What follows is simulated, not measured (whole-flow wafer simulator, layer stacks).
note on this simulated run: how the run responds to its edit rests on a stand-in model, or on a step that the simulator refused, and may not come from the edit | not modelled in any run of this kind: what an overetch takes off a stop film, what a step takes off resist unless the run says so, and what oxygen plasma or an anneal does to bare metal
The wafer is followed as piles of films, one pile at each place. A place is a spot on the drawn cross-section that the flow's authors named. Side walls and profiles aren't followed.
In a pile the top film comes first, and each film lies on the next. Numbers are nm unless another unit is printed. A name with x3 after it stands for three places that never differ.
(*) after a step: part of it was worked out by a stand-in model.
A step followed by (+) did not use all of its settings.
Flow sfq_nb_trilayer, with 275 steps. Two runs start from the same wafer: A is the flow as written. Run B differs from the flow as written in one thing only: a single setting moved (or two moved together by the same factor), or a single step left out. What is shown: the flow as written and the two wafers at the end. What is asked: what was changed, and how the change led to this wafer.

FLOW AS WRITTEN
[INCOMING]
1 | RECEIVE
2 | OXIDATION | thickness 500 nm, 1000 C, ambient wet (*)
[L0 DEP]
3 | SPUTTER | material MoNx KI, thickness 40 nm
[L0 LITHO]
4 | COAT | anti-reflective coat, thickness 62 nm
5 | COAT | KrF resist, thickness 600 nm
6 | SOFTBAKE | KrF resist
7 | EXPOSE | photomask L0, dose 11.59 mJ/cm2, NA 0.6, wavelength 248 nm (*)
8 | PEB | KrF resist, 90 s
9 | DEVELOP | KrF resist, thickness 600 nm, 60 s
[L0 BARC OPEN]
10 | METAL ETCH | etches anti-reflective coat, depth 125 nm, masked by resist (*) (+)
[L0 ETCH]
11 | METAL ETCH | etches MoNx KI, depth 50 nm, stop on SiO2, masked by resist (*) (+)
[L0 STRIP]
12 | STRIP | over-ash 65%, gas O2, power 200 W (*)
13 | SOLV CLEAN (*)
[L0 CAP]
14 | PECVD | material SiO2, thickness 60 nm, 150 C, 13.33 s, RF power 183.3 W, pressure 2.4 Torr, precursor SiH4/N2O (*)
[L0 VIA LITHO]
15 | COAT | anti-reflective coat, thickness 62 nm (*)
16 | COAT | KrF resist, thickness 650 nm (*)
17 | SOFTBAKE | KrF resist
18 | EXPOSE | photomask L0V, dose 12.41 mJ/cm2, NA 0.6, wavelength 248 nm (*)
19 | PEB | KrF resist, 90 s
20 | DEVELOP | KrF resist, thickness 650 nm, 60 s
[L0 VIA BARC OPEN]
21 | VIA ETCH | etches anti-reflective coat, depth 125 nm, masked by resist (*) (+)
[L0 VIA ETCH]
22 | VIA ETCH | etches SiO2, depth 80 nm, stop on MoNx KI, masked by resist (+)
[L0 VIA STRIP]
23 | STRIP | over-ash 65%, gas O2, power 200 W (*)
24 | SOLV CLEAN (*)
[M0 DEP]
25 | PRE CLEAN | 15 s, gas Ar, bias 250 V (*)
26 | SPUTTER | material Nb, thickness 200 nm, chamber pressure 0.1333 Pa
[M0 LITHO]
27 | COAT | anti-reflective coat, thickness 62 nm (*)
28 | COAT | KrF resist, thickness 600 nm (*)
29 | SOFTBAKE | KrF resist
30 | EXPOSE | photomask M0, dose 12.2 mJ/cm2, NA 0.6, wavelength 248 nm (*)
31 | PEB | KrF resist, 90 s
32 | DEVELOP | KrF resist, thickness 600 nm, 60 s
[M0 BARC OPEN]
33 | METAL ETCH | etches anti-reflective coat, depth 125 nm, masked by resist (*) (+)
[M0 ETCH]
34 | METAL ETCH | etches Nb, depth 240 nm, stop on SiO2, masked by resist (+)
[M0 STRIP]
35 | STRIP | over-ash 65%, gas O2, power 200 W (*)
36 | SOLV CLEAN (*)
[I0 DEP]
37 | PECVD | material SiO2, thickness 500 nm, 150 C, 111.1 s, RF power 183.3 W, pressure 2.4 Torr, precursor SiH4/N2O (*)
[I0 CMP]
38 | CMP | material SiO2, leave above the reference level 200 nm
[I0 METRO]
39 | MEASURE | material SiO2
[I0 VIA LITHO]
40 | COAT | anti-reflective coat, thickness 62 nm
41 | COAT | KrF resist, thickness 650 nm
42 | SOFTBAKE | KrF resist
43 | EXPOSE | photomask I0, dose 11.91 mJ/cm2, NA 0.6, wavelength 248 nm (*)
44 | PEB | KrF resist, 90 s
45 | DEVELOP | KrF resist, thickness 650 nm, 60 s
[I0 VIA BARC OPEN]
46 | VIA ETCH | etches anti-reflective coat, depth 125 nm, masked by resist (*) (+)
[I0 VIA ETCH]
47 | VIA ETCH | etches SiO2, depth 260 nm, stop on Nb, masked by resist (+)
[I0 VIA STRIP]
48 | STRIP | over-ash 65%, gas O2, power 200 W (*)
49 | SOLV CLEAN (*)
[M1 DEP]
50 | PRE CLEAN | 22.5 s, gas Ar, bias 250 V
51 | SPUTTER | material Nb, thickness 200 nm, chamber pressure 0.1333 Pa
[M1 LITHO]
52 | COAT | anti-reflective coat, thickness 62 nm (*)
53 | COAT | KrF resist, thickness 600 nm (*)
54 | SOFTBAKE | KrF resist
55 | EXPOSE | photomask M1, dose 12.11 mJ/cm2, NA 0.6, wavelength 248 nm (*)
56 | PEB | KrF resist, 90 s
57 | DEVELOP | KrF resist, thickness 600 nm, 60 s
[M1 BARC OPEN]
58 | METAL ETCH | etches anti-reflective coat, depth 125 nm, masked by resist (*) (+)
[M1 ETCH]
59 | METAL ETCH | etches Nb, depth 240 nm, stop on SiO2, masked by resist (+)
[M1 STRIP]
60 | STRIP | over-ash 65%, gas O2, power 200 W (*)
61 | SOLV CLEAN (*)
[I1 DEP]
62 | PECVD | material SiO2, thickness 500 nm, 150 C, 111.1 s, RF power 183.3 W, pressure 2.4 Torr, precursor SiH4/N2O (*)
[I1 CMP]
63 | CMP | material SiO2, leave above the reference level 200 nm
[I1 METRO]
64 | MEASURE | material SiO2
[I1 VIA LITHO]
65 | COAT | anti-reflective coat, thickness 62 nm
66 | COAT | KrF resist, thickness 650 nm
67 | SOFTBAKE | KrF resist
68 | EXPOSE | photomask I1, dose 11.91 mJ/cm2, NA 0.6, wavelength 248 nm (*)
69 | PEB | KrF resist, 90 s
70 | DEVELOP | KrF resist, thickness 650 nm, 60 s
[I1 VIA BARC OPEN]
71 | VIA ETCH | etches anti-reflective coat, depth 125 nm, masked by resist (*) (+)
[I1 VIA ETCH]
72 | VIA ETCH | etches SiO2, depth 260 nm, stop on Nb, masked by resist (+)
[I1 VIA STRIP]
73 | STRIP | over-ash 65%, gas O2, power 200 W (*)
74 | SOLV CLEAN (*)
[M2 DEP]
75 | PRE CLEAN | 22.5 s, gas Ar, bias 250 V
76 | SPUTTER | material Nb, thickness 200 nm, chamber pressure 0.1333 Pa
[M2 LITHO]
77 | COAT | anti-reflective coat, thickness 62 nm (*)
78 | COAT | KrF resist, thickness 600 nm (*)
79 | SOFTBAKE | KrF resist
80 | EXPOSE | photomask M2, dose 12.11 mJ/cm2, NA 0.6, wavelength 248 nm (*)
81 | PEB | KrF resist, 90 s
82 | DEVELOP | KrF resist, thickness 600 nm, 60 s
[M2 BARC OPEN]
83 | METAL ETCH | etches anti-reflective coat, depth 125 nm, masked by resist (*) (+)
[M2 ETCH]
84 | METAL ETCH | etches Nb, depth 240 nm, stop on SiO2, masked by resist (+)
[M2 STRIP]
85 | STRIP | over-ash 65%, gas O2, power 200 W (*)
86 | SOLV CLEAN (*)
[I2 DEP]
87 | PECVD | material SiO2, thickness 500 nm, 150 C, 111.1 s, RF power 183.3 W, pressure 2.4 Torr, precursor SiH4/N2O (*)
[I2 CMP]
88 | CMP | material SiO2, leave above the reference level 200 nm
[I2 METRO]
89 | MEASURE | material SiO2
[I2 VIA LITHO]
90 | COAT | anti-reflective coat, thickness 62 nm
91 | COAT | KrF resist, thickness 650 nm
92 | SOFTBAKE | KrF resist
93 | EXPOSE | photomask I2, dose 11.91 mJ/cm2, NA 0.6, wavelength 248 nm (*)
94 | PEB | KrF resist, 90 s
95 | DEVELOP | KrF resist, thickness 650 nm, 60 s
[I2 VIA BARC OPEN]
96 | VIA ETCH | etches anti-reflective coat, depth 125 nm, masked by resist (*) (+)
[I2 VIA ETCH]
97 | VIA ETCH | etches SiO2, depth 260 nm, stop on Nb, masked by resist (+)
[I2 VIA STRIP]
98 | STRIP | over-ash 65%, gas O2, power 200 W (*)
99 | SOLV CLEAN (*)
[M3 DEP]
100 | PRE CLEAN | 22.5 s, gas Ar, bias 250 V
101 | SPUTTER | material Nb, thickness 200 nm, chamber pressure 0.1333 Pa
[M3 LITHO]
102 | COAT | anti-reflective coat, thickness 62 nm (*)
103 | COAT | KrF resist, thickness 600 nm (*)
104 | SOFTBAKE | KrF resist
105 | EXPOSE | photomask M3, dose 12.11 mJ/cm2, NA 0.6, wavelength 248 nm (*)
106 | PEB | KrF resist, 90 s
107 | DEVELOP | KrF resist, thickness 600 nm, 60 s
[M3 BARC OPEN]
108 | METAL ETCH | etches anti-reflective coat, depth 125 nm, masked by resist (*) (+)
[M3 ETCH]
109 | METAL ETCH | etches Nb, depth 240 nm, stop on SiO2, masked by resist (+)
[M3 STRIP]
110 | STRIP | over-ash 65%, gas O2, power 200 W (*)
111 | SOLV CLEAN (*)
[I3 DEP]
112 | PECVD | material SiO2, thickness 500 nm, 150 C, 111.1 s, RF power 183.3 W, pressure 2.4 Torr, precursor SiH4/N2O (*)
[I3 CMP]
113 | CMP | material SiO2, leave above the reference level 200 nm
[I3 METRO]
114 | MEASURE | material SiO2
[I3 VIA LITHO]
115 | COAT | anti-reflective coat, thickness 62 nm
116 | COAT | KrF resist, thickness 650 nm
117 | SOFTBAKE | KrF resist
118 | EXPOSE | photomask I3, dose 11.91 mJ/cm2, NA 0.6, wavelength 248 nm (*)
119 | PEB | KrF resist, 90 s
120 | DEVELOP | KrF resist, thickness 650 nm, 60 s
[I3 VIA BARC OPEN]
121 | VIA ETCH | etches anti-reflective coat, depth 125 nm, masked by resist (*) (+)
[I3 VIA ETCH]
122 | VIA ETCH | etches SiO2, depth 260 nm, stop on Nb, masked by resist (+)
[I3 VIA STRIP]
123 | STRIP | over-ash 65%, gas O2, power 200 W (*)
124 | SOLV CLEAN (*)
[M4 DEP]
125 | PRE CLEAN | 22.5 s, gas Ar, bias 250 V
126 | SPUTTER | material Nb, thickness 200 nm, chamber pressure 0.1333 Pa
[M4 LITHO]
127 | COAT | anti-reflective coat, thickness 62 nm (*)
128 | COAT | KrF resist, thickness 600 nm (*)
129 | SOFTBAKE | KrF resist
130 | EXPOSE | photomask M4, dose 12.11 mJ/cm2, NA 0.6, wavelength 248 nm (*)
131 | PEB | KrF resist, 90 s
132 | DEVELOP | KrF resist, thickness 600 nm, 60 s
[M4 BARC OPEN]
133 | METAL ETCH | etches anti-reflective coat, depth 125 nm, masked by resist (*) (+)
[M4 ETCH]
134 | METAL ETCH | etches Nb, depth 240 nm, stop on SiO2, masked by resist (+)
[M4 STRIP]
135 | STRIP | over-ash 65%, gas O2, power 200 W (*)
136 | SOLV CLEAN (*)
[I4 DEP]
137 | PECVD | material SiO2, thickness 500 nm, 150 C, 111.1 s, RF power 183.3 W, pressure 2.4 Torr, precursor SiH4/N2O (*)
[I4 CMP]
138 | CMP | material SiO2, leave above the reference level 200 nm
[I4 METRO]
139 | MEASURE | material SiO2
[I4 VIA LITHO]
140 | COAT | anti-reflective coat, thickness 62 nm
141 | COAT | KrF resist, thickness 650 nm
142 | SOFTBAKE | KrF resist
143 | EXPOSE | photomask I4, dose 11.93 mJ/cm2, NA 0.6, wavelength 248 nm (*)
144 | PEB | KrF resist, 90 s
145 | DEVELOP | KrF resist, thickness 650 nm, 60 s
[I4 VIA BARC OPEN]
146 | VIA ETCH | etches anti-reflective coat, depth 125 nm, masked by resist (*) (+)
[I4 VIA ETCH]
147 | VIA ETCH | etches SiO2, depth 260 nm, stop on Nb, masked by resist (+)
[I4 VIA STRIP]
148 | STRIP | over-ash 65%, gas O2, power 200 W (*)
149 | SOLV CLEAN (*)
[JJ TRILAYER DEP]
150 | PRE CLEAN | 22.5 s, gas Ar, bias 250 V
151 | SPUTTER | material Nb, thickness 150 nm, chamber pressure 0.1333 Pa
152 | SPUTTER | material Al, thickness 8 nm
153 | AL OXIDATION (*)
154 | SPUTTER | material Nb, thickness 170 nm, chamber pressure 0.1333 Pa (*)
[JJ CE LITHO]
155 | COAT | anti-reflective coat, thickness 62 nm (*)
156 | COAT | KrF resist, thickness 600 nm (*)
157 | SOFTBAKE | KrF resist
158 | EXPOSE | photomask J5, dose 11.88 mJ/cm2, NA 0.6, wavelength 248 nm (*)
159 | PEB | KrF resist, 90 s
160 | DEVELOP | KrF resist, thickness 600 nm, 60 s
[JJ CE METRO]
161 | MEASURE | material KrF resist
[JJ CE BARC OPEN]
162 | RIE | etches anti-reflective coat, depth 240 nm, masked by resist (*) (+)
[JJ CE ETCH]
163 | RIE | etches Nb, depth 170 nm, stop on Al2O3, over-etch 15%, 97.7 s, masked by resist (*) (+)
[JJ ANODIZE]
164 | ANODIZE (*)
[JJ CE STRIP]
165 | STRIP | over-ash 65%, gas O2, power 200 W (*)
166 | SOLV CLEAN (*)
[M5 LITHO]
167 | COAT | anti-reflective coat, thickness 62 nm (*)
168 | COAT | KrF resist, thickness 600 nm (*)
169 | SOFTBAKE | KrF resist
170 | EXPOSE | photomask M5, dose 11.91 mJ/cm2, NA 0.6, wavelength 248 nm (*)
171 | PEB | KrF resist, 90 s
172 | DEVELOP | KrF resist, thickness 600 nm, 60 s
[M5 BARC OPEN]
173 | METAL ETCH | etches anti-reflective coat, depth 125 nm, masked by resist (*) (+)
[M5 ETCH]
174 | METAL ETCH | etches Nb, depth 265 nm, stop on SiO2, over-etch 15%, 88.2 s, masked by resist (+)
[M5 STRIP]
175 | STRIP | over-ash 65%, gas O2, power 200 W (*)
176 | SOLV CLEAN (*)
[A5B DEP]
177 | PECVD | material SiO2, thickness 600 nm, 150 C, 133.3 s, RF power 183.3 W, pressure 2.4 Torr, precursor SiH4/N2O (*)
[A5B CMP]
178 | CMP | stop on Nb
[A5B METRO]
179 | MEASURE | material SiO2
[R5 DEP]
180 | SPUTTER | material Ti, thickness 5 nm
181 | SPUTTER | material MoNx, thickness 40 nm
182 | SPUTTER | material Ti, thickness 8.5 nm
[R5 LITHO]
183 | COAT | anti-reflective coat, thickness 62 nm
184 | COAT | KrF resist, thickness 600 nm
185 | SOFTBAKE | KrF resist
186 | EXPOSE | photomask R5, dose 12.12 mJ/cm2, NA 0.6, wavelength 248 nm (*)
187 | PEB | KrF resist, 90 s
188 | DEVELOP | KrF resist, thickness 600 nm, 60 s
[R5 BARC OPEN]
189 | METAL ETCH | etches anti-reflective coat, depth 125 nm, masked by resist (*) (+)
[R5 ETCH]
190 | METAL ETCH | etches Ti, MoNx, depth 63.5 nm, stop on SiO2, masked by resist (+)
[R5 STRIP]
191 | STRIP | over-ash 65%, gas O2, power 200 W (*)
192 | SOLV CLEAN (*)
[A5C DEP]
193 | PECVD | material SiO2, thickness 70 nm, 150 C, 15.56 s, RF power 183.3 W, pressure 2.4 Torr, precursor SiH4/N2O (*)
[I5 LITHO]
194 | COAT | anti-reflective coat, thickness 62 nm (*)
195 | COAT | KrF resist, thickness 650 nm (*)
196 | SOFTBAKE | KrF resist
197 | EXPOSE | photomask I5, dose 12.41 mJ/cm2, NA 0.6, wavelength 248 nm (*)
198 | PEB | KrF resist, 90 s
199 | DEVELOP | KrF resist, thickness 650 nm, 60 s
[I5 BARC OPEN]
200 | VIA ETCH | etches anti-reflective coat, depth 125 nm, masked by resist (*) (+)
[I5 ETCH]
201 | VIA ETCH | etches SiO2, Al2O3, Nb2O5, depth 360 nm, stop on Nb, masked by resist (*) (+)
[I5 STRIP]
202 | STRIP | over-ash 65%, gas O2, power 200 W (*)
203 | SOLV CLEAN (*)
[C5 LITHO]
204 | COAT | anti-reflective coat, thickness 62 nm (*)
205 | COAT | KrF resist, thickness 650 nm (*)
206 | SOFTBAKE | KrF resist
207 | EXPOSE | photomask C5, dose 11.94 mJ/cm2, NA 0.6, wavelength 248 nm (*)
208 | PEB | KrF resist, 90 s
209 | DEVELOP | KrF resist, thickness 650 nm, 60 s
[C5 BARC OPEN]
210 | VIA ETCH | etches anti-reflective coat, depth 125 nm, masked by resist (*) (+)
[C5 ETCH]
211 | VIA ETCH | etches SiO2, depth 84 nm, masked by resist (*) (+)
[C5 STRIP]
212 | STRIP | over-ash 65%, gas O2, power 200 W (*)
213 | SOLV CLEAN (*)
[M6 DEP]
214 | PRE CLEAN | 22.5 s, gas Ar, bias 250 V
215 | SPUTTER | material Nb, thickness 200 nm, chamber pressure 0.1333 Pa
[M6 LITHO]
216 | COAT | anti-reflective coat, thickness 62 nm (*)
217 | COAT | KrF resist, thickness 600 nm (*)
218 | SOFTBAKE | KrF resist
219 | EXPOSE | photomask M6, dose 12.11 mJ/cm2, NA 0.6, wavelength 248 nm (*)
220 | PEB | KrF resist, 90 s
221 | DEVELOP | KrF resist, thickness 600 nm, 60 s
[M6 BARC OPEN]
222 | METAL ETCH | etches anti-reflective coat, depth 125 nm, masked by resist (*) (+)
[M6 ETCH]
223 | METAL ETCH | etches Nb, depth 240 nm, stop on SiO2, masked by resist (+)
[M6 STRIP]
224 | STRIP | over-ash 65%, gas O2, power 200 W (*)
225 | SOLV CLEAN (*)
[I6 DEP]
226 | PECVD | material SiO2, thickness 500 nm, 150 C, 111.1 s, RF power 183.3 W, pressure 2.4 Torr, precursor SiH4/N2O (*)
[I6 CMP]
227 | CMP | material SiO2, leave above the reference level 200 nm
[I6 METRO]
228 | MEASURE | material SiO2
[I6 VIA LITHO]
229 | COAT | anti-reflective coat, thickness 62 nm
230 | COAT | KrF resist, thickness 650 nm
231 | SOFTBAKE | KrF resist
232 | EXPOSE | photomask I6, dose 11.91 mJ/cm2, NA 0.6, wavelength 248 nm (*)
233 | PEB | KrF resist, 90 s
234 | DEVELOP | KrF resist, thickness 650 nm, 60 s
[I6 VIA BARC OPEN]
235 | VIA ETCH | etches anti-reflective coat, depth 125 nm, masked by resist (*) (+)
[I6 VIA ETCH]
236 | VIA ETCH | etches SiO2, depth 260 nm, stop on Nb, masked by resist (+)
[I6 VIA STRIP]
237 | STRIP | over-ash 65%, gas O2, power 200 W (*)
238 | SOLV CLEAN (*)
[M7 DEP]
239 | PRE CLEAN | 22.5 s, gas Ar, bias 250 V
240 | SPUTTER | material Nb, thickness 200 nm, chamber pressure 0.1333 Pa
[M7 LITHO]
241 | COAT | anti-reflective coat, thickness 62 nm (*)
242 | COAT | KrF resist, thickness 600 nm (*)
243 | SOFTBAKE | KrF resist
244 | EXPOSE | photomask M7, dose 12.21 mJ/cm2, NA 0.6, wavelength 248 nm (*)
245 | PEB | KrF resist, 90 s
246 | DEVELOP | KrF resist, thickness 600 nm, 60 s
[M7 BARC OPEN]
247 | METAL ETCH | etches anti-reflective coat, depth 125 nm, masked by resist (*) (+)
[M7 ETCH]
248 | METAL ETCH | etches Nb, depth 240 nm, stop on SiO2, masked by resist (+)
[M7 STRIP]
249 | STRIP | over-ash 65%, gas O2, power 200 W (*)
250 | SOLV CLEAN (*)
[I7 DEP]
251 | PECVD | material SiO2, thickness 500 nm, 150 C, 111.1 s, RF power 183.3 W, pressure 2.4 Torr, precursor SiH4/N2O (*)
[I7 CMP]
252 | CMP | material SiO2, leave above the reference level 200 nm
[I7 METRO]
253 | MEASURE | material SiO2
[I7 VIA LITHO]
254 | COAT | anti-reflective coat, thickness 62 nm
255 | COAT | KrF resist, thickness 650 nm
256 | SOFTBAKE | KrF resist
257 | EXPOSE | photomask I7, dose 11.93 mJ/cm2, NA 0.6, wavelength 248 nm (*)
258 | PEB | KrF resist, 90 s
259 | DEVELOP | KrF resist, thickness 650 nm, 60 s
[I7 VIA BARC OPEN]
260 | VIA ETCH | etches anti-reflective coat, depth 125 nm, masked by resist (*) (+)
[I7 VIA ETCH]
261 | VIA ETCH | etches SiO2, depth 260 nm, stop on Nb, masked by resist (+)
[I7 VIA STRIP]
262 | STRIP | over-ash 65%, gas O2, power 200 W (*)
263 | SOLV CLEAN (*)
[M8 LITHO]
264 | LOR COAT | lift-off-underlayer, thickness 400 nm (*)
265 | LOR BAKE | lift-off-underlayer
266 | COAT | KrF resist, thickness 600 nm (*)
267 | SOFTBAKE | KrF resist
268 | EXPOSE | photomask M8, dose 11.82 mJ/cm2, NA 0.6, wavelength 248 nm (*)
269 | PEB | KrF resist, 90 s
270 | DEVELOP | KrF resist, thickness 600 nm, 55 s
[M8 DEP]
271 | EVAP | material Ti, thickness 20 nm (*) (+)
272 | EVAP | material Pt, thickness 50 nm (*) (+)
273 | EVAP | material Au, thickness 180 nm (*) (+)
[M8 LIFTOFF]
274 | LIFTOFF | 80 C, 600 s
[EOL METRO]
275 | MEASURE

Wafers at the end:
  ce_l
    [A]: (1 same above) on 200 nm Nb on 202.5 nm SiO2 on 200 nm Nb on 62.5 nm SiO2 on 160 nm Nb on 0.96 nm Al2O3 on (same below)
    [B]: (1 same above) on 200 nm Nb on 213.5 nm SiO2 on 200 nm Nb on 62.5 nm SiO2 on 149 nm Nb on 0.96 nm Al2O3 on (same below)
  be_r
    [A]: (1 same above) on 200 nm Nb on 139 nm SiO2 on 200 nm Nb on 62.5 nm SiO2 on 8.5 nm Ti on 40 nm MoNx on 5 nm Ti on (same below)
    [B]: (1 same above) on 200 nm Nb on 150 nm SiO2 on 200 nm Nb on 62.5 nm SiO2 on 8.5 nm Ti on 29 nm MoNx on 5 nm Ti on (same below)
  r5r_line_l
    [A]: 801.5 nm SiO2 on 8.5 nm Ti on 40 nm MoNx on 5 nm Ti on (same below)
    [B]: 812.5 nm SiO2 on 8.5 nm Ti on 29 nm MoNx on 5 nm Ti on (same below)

The reason: step 181, SPUTTER: thickness 29 nm was run, though the flow has thickness 40 nm.
The wafer lets one read it off: be_r has MoNx 29, and step 181 as written asks for 40 nm.

Step by step, how the change led to this:
  181 | SPUTTER | material MoNx, thickness 40 nm
      field_l, v_sur, via_wl and 103 more: A MoNx gains 40 (new film) | B MoNx gains 29 (new film)
  190 | METAL ETCH | etches Ti, MoNx, depth 63.5 nm, stop on SiO2, masked by resist (+)
      field_l, v_sur, via_wl and 92 more: A Ti loses 8.5 (all of it), MoNx loses 40 (all of it), Ti loses 5 (all of it) | B Ti loses 8.5 (all of it), MoNx loses 29 (all of it), Ti loses 5 (all of it)
      ce_l, c5j, ce_r, wl_jj: A Ti loses 8.5 (all of it), MoNx loses 40 (all of it), Ti loses 5 (all of it), Nb loses 10 | B Ti loses 8.5 (all of it), MoNx loses 29 (all of it), Ti loses 5 (all of it), Nb loses 21
  194 | COAT | anti-reflective coat, thickness 62 nm (*)
      wl_j_sl, wl_j_sr: A anti-reflective coat gains 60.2 (new film) | B anti-reflective coat gains 58.2 (new film)
      r5r_spacepad_l, r5r_spacepad_r: A anti-reflective coat gains 84.4 (new film) | B anti-reflective coat gains 79.6 (new film)
      (as well as at 12 more places)
  202 | STRIP | over-ash 65%, gas O2, power 200 W (*)
      wl_j_sl, wl_j_sr: A KrF resist loses 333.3 (all of it), anti-reflective coat loses 60.2 (all of it) | B KrF resist loses 333.6 (all of it), anti-reflective coat loses 58.2 (all of it)
      r5r_spacepad_l, r5r_spacepad_r: A KrF resist loses 335.6 (all of it), anti-reflective coat loses 84.4 (all of it) | B KrF resist loses 335.2 (all of it), anti-reflective coat loses 79.6 (all of it)
      (as well as at 12 more places)
  204 | COAT | anti-reflective coat, thickness 62 nm (*)
      wl_j_sl, wl_j_sr: A anti-reflective coat gains 60.2 (new film) | B anti-reflective coat gains 58.2 (new film)
      r5r_spacepad_l, r5r_spacepad_r: A anti-reflective coat gains 84.4 (new film) | B anti-reflective coat gains 79.6 (new film)
      (as well as at 12 more places)
  210 | VIA ETCH | etches anti-reflective coat, depth 125 nm, masked by resist (*) (+)
      c5j: A anti-reflective coat loses 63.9 (all of it), SiO2 loses 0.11 | B anti-reflective coat loses 67 (all of it), SiO2 loses 0.1
  212 | STRIP | over-ash 65%, gas O2, power 200 W (*)
      wl_j_sl, wl_j_sr: A KrF resist loses 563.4 (all of it), anti-reflective coat loses 60.2 (all of it) | B KrF resist loses 562.8 (all of it), anti-reflective coat loses 58.2 (all of it)
      r5r_spacepad_l, r5r_spacepad_r: A KrF resist loses 565.8 (all of it), anti-reflective coat loses 84.4 (all of it) | B KrF resist loses 564.5 (all of it), anti-reflective coat loses 79.6 (all of it)
      (as well as at 11 more places)
  216 | COAT | anti-reflective coat, thickness 62 nm (*)
      r5r_line_l, r5r_line_c, r5r_line_r: A anti-reflective coat gains 50 (new film) | B anti-reflective coat gains 51.8 (new film)
      wl_j_sl, wl_j_sr: A anti-reflective coat gains 60.2 (new film) | B anti-reflective coat gains 58.3 (new film)
      (as well as at 11 more places)
  222 | METAL ETCH | etches anti-reflective coat, depth 125 nm, masked by resist (*) (+)
      r5r_line_l, r5r_line_c, r5r_line_r: A anti-reflective coat loses 50 (all of it) | B anti-reflective coat loses 51.8 (all of it)
      r5r_spacepad_l, r5r_spacepad_r: A anti-reflective coat loses 85.7 (all of it) | B anti-reflective coat loses 80.4 (all of it)
      (as well as at 1 more place)
  224 | STRIP | over-ash 65%, gas O2, power 200 W (*)
      wl_j_sl, wl_j_sr: A KrF resist loses 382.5 (all of it), anti-reflective coat loses 60.2 (all of it) | B KrF resist loses 382.6 (all of it), anti-reflective coat loses 58.3 (all of it)
      jj_sur: A KrF resist loses 378.5 (all of it), anti-reflective coat loses 56.1 (all of it) | B KrF resist loses 377.8 (all of it), anti-reflective coat loses 54.1 (all of it)
      (as well as at 7 more places)
  226 | PECVD | material SiO2, thickness 500 nm, 150 C, 111.1 s, RF power 183.3 W, pressure 2.4 Torr, precursor SiH4/N2O (*)
      r5r_spacepad_l, r5r_spacepad_r: A SiO2 gains 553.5 | B SiO2 gains 540
  227 | CMP | material SiO2, leave above the reference level 200 nm
      ce_l, ce_r, wl_jj: A SiO2 loses 290 | B SiO2 loses 279
      be_r, r_sur, r_end: A SiO2 loses 353.5 | B SiO2 loses 342.5
      (as well as at 7 more places)
